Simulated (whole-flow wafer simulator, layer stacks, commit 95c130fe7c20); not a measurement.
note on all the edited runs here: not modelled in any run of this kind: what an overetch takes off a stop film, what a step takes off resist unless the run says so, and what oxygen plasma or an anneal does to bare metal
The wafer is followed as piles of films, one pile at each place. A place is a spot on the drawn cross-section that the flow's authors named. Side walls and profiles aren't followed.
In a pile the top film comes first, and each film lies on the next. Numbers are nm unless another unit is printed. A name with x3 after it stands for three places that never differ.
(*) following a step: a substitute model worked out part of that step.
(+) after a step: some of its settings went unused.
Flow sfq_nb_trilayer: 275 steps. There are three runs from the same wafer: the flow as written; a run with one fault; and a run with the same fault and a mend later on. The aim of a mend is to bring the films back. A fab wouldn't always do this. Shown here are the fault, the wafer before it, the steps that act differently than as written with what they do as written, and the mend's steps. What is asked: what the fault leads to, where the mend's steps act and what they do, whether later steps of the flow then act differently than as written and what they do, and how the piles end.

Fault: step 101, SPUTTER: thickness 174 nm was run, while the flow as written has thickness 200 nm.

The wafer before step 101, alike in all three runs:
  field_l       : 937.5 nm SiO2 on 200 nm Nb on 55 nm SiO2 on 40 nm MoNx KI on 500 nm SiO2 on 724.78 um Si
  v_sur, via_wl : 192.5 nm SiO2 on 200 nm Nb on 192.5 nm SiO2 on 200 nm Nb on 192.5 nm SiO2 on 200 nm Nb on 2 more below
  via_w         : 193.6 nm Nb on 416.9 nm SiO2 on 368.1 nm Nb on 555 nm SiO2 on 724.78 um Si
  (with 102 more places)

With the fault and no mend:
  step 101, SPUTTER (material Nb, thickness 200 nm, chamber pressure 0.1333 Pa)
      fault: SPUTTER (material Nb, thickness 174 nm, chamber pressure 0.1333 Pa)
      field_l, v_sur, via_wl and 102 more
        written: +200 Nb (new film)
        fault: +174 Nb (new film)
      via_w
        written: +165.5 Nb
        fault: +143.8 Nb
  Later steps of the flow acting differently than as written (5 other steps are not shown; they differ only slightly, by no more than 2% or 0.5 nm, whichever is larger):
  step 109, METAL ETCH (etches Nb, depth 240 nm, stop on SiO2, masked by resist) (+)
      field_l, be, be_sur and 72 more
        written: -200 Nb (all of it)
        fault: -174 Nb (all of it)
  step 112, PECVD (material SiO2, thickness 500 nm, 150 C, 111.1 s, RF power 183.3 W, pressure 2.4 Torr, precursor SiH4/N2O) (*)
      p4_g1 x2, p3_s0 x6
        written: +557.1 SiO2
        fault: +531.1 SiO2
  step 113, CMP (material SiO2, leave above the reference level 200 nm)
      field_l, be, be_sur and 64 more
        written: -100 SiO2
        fault: -126 SiO2
  At v_sur, via_wl, via_w and 29 more, the piles at the end differ from the flow's by more than 2% or 0.5 nm, whichever is larger.
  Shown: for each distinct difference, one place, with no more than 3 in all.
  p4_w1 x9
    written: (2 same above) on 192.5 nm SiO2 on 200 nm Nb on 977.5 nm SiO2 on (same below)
    fault: (2 same above) on 192.5 nm SiO2 on 174 nm Nb on 977.5 nm SiO2 on (same below)
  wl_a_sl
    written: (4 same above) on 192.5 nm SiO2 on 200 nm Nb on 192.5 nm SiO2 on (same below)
    fault: (4 same above) on 192.5 nm SiO2 on 174 nm Nb on 192.5 nm SiO2 on (same below)
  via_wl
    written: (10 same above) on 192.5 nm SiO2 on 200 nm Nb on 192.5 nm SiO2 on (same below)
    fault: (10 same above) on 192.5 nm SiO2 on 174 nm Nb on 192.5 nm SiO2 on (same below)

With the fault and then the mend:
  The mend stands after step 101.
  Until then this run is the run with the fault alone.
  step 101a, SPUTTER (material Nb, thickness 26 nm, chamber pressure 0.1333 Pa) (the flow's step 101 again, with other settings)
      field_l, v_sur, via_wl and 102 more
        +26 Nb
      via_w
        +19.7 Nb
  Every later step of the flow that is run acts as written, at every place that is followed, to within 2% or 0.5 nm, whichever is larger.
  At the end the piles are close to the flow's at the places that both follow, differing by at most 2% or 0.5 nm, whichever is larger.
